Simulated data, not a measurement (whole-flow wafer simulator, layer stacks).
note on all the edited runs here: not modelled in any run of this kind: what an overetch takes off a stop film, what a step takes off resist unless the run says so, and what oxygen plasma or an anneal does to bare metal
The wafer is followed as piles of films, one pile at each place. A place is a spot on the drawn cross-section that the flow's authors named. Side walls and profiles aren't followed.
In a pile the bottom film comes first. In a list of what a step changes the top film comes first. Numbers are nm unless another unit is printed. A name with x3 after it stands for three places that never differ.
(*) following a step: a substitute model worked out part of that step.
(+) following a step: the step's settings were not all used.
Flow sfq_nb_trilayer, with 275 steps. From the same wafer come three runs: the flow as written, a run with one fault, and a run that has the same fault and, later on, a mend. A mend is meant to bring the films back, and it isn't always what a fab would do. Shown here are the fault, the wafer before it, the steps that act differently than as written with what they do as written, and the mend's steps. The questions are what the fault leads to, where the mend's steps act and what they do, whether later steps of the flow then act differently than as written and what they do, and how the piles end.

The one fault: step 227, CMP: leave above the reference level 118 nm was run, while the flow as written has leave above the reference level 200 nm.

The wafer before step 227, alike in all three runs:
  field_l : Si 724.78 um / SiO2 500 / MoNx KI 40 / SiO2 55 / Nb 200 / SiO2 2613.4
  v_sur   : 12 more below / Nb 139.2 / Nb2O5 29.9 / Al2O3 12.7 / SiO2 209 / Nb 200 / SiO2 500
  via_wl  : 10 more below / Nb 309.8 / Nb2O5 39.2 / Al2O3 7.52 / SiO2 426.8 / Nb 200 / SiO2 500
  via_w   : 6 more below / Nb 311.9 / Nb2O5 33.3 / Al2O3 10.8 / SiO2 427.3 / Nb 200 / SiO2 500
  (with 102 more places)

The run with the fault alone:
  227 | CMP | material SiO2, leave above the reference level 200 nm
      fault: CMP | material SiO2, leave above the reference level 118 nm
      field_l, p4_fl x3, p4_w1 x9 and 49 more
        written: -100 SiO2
        fault: -182 SiO2
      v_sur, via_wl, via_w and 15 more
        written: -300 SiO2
        fault: -382 SiO2
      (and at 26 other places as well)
  Steps later in the flow that act otherwise than as written (not shown: 3 more steps that differ only slightly, by at most 2% or 0.5 nm, whichever is larger):
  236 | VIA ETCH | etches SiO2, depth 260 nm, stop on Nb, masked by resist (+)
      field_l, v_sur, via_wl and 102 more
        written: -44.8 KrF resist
        fault: -30.5 KrF resist
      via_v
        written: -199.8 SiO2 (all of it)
        fault: -117.8 SiO2 (all of it)
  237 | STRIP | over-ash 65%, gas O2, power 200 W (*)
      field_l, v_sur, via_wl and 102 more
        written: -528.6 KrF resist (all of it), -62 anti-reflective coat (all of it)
        fault: -543 KrF resist (all of it), -62 anti-reflective coat (all of it)
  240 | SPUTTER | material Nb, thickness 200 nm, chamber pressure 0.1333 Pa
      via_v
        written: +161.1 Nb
        fault: +181.2 Nb
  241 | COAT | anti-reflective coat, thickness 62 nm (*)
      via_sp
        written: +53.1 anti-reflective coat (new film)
        fault: +54.7 anti-reflective coat (new film)
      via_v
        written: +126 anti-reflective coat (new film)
        fault: +106.7 anti-reflective coat (new film)
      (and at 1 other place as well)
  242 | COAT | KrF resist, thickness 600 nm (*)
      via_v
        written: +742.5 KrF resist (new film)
        fault: +673.4 KrF resist (new film)
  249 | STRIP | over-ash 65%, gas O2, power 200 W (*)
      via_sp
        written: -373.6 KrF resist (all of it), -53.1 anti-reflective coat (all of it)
        fault: -379.3 KrF resist (all of it), -54.7 anti-reflective coat (all of it)
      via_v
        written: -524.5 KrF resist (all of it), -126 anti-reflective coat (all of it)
        fault: -455.6 KrF resist (all of it), -106.7 anti-reflective coat (all of it)
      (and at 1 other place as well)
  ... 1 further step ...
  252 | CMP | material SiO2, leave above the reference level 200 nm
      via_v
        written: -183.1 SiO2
        fault: -164.3 SiO2
  At field_l, v_sur, via_wl and 103 more, the piles at the end differ from the flow's by more than 2% or 0.5 nm, whichever is larger.
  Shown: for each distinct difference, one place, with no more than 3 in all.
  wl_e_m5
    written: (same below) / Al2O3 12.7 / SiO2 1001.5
    fault: (same below) / Al2O3 12.7 / SiO2 919.5
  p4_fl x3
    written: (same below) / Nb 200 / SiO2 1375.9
    fault: (same below) / Nb 200 / SiO2 1293.9
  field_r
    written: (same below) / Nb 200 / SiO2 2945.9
    fault: (same below) / Nb 200 / SiO2 2863.9

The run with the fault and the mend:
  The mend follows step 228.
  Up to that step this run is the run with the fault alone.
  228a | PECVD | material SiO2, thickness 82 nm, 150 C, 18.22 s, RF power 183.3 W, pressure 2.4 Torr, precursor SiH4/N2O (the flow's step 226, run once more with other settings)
      field_l, v_sur, via_wl and 103 more
        +82 SiO2
  Every later step of the flow that is run acts as written, at every place that is followed, to within 2% or 0.5 nm, whichever is larger.
  At every place that both follow, the piles at the end match the flow's.
